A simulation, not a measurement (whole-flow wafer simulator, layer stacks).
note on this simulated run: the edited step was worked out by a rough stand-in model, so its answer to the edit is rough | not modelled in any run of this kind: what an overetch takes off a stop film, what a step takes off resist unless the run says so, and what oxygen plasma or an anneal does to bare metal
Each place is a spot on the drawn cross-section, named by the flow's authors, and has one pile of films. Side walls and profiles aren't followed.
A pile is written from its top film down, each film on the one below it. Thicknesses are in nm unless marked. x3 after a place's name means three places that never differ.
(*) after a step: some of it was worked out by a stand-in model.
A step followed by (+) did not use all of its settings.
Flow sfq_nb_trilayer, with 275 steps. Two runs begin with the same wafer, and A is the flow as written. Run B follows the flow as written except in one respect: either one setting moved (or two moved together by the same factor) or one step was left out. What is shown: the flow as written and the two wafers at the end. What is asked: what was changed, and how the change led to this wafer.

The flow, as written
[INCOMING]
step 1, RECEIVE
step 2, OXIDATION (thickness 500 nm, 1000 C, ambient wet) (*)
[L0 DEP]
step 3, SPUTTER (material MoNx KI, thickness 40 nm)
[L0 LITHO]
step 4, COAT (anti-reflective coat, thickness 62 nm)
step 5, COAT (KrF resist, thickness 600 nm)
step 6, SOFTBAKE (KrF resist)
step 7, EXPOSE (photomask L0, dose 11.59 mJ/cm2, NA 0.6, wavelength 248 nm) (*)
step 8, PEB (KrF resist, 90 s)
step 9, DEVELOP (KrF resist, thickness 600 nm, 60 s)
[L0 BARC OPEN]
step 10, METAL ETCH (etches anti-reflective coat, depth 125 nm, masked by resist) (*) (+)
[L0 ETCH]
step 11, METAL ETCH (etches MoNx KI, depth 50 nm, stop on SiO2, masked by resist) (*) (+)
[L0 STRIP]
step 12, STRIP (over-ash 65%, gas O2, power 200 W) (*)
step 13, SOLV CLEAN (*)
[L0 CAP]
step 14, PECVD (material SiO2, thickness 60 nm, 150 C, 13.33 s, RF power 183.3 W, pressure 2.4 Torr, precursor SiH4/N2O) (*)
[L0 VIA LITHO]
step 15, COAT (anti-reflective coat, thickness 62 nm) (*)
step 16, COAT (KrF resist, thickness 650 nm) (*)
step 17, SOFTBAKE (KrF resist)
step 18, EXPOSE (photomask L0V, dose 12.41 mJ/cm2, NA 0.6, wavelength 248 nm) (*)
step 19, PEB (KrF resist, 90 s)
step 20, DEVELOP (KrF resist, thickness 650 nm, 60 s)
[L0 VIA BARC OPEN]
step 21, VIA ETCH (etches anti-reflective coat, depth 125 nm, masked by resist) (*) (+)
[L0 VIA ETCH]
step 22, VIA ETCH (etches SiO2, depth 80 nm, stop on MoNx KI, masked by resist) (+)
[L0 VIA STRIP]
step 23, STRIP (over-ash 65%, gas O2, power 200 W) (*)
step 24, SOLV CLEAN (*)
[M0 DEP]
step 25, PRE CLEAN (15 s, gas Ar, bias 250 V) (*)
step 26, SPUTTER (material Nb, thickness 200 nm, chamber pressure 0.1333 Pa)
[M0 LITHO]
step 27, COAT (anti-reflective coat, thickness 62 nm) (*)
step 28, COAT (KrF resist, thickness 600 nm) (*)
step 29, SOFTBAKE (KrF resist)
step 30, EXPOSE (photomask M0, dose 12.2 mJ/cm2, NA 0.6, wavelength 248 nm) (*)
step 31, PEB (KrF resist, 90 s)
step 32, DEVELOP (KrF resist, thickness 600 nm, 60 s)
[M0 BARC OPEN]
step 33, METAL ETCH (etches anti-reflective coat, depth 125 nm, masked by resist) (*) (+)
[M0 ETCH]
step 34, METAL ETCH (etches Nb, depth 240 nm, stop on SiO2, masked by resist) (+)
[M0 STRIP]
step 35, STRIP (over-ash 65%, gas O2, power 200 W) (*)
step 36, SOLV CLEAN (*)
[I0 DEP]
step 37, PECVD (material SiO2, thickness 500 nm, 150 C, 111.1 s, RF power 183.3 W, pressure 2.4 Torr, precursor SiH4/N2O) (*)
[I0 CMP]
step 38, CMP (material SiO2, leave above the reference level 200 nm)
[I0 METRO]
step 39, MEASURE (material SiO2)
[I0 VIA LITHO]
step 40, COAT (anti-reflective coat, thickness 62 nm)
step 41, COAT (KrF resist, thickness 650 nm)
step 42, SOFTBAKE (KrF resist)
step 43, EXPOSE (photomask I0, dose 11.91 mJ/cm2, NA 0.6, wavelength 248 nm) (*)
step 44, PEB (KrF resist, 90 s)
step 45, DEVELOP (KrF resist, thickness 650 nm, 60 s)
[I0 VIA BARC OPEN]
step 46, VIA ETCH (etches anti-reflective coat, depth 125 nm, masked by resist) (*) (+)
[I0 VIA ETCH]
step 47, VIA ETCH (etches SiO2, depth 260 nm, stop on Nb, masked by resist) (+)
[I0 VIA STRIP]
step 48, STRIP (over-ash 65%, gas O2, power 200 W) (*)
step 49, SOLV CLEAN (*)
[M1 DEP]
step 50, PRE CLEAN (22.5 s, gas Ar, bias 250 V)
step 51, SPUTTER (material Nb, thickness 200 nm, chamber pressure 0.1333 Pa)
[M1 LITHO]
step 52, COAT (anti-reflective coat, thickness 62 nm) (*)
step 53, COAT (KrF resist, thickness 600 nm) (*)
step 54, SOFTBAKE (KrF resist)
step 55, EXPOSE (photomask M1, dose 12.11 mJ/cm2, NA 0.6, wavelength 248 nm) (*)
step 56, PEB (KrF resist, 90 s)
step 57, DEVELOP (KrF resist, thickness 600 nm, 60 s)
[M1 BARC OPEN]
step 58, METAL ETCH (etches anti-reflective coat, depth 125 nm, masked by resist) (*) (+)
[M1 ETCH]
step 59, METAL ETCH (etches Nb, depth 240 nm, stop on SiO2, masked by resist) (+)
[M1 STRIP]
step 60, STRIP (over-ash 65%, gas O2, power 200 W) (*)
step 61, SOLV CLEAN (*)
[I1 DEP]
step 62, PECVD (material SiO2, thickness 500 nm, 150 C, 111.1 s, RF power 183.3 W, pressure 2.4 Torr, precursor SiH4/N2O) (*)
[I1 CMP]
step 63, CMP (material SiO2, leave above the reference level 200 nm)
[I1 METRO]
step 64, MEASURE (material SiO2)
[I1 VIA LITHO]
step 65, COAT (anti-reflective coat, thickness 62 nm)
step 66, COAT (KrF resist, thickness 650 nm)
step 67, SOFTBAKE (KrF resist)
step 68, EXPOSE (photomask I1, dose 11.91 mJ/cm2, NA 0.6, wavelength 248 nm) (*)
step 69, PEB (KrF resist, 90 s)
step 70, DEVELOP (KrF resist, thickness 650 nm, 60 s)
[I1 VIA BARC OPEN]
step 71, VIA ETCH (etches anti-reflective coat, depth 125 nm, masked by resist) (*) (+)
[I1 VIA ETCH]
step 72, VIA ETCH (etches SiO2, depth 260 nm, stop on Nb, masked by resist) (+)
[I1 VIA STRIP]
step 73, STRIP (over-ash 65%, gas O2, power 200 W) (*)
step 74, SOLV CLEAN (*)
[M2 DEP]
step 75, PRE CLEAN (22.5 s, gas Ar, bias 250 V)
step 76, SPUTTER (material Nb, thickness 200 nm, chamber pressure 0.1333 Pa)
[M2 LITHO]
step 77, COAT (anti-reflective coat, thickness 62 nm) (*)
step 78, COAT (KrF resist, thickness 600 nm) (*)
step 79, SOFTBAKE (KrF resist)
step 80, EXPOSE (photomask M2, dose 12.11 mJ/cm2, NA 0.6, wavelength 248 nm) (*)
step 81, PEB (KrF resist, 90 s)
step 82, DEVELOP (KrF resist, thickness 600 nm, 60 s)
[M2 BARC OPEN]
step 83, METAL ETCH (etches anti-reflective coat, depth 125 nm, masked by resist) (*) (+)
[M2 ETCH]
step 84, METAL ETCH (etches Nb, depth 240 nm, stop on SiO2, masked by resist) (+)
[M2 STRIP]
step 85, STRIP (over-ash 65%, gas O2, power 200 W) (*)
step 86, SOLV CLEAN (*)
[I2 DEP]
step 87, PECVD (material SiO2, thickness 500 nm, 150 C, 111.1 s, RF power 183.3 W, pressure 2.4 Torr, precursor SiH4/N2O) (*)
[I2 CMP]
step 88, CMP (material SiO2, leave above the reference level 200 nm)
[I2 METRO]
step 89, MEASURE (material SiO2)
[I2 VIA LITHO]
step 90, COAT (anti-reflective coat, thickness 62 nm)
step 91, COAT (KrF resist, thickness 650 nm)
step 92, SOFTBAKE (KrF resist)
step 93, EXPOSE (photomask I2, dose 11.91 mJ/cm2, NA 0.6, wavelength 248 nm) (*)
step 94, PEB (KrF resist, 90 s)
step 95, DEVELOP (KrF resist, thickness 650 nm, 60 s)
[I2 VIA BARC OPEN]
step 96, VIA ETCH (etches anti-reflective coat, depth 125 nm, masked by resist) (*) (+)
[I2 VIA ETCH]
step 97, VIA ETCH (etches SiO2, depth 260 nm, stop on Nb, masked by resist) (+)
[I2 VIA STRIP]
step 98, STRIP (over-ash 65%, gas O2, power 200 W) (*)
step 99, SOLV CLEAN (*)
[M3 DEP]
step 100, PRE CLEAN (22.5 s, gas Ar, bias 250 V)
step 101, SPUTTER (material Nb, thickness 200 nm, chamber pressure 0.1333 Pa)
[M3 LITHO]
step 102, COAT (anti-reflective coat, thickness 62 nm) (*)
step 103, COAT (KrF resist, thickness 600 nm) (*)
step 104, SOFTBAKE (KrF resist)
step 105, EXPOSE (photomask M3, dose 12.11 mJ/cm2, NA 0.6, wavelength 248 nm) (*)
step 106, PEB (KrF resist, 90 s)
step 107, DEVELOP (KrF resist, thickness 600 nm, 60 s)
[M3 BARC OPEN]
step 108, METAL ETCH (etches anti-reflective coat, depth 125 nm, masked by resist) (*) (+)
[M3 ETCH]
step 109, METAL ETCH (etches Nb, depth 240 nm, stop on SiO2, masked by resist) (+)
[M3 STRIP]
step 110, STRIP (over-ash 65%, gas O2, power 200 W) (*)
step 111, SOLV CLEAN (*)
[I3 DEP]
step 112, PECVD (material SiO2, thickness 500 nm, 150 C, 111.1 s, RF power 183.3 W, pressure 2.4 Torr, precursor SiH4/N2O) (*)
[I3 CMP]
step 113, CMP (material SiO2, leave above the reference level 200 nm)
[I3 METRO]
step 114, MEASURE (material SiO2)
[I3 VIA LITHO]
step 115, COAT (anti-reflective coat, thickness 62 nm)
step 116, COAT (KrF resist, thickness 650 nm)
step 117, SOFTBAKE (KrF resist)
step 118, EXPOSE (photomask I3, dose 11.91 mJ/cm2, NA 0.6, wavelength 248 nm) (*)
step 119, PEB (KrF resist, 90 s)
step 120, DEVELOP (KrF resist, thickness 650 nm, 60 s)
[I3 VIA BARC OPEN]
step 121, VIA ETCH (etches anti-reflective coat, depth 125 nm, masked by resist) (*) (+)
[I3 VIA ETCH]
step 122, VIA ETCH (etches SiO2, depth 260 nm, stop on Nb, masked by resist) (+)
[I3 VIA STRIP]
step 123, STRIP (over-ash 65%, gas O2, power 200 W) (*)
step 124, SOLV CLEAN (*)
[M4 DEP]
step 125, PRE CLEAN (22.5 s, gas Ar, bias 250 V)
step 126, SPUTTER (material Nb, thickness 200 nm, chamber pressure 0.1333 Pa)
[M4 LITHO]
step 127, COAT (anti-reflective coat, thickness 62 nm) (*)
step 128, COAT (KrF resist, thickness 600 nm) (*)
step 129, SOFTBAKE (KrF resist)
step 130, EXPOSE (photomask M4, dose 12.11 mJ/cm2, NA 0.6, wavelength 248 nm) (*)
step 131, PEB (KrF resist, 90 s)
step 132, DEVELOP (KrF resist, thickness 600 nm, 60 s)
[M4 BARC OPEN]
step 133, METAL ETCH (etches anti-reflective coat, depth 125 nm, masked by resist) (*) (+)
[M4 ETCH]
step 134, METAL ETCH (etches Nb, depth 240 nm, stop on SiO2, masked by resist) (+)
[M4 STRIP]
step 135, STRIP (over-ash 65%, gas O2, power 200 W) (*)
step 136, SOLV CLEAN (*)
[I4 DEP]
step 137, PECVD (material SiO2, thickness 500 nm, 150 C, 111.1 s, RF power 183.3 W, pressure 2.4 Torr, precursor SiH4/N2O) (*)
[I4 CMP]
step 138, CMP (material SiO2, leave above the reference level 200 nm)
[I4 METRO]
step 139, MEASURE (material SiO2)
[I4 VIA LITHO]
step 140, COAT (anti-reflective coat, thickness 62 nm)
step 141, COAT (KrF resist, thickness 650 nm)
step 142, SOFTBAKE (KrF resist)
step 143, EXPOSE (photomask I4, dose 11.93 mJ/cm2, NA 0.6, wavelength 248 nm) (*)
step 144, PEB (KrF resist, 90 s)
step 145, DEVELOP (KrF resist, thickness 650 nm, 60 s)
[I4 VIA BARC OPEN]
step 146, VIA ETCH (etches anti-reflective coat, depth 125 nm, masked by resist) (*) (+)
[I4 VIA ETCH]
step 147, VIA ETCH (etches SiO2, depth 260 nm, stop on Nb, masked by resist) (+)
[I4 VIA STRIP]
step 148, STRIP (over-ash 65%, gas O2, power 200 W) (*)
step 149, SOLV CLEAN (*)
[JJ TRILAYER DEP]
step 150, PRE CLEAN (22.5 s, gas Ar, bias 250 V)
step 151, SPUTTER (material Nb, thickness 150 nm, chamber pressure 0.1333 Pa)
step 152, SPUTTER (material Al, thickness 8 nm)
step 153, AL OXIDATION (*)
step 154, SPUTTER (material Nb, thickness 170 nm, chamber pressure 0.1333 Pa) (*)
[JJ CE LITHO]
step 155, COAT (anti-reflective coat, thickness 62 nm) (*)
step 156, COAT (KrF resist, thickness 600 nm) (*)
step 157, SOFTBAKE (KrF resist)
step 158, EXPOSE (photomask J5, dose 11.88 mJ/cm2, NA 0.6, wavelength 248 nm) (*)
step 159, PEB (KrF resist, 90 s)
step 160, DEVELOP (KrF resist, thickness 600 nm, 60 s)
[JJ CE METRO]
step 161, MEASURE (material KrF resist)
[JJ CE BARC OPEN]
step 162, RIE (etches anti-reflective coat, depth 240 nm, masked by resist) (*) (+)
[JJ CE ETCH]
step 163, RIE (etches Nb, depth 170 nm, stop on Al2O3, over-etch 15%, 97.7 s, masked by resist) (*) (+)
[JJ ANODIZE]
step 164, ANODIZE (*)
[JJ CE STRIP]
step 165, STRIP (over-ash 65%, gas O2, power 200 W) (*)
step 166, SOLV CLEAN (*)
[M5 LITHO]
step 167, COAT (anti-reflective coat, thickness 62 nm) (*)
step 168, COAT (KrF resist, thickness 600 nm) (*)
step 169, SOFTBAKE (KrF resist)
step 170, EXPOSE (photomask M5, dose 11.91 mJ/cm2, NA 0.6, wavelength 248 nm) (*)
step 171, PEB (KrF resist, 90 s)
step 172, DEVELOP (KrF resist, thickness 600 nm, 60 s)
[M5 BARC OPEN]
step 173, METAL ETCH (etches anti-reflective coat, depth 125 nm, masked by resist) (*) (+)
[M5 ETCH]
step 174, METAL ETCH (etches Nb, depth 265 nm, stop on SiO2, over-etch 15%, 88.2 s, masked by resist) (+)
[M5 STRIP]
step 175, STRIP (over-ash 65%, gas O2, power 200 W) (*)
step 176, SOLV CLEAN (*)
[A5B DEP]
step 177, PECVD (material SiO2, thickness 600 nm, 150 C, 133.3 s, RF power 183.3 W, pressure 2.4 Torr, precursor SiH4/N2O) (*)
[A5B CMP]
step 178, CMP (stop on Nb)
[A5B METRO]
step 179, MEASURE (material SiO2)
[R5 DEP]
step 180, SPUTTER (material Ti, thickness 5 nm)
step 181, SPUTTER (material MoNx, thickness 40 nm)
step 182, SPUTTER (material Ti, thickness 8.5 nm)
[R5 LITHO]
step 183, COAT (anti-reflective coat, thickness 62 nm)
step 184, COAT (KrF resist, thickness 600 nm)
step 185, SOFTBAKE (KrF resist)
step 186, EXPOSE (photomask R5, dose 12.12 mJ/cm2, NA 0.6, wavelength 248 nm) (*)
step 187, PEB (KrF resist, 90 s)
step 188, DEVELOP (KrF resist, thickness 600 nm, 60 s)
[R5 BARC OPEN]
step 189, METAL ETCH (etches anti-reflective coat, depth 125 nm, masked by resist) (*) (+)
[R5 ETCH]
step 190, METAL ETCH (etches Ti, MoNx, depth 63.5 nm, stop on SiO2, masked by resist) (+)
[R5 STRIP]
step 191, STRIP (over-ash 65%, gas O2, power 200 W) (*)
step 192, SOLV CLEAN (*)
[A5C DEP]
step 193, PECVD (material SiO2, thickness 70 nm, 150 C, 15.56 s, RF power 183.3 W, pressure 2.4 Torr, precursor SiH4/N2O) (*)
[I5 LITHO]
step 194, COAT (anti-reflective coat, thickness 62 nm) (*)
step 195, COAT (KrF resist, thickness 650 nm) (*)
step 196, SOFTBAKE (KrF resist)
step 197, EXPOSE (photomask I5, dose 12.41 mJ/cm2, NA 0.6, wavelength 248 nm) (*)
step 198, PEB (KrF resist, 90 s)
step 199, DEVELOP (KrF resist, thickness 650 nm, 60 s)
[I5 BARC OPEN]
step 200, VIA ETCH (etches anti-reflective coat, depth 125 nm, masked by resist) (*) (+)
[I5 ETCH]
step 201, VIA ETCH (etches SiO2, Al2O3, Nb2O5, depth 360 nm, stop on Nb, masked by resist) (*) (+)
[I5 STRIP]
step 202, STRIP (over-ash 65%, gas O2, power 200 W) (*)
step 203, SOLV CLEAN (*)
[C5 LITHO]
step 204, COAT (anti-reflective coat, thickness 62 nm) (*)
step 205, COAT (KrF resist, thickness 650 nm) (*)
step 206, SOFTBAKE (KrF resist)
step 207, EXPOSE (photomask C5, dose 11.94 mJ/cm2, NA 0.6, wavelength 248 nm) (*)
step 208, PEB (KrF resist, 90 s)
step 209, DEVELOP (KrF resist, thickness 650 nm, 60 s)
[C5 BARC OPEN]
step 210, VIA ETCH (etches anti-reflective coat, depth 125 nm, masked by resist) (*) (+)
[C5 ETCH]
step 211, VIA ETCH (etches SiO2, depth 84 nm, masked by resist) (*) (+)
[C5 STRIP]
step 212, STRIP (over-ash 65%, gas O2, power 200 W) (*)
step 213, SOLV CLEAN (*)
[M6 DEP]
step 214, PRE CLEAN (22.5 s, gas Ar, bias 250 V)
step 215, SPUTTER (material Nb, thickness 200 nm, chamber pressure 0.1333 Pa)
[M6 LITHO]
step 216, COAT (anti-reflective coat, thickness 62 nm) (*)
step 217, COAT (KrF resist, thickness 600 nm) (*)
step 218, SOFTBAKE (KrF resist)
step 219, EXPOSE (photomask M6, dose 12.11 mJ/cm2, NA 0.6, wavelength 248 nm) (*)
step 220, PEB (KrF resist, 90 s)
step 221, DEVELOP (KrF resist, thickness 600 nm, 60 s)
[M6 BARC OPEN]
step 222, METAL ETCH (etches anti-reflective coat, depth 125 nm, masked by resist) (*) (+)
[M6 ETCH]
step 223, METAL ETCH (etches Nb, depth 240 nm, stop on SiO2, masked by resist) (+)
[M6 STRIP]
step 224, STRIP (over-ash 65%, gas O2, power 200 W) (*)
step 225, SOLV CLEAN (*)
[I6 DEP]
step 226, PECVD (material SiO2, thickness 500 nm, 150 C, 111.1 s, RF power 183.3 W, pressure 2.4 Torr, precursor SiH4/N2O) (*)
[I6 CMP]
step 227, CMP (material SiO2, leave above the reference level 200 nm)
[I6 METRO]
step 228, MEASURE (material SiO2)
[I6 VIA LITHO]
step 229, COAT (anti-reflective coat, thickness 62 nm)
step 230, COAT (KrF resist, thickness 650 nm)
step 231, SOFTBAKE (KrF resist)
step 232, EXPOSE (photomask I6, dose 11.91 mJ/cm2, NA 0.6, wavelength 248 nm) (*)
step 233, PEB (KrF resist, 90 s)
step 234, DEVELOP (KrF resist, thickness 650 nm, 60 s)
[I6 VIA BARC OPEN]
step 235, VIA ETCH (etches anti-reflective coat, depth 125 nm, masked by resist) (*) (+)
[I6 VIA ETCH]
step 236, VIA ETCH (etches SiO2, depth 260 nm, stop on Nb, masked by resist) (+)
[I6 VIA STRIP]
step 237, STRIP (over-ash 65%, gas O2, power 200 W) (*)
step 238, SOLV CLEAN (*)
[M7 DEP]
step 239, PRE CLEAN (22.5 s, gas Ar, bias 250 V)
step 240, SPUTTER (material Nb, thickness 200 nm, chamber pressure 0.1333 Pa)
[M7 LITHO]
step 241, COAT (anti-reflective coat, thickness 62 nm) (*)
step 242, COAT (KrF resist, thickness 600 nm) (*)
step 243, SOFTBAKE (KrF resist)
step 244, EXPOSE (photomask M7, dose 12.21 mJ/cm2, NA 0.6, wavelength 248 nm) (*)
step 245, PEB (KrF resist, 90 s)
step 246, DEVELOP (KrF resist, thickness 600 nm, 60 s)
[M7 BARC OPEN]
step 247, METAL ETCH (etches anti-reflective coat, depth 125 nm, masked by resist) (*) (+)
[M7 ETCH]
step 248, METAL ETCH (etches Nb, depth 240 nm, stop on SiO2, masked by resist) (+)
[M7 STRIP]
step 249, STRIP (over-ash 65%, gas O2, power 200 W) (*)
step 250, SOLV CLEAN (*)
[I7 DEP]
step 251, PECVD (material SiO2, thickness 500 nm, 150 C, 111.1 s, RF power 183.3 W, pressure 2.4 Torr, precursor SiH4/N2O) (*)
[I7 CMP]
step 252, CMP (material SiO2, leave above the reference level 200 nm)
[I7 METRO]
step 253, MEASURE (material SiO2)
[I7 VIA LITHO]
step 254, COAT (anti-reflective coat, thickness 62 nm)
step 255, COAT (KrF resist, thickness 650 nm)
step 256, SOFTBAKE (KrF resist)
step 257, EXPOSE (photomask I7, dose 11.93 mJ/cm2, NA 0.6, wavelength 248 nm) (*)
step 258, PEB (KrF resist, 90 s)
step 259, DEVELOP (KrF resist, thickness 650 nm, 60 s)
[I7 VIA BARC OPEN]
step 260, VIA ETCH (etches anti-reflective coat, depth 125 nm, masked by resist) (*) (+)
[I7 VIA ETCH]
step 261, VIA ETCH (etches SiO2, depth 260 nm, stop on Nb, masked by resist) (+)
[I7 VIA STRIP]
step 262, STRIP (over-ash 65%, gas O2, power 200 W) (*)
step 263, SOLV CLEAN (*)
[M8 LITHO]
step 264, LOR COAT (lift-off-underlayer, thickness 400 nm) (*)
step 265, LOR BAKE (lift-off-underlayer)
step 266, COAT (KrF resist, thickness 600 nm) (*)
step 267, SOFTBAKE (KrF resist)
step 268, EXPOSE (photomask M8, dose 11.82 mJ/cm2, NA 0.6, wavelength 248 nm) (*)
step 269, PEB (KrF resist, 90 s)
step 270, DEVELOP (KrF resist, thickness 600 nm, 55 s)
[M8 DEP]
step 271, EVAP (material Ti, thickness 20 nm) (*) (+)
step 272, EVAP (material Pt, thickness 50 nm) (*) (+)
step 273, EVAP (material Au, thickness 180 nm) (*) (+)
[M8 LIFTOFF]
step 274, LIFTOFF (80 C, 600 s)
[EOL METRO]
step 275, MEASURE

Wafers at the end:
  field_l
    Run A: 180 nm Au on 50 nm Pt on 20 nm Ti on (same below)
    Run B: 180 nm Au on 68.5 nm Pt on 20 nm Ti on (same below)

Cause: step 272, EVAP: thickness 68.5 nm was run, whereas the flow has thickness 50 nm.
One can read it off the wafer: field_l has Pt 68.5, and step 272 as written asks for 50 nm.

The path from the change to this, step by step:
  step 272, EVAP (material Pt, thickness 50 nm) (*) (+)
      field_l, v_sur, via_wl and 103 more: A +50 Pt (new film) | B +68.5 Pt (new film)
  step 274, LIFTOFF (80 C, 600 s)
      p4_fl, p4_fm, p4_w1 and 71 more: A -180 Au (all of it), -50 Pt (all of it), -20 Ti (all of it), -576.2 KrF resist (all of it), -400 lift-off-underlayer (all of it) | B -180 Au (all of it), -68.5 Pt (all of it), -20 Ti (all of it), -576.2 KrF resist (all of it), -400 lift-off-underlayer (all of it)
      c5j, ce_r: A -180 Au (all of it), -50 Pt (all of it), -20 Ti (all of it), -573.3 KrF resist (all of it), -399.3 lift-off-underlayer (all of it) | B -180 Au (all of it), -68.5 Pt (all of it), -20 Ti (all of it), -573.3 KrF resist (all of it), -399.3 lift-off-underlayer (all of it)
      (also at 19 further places)
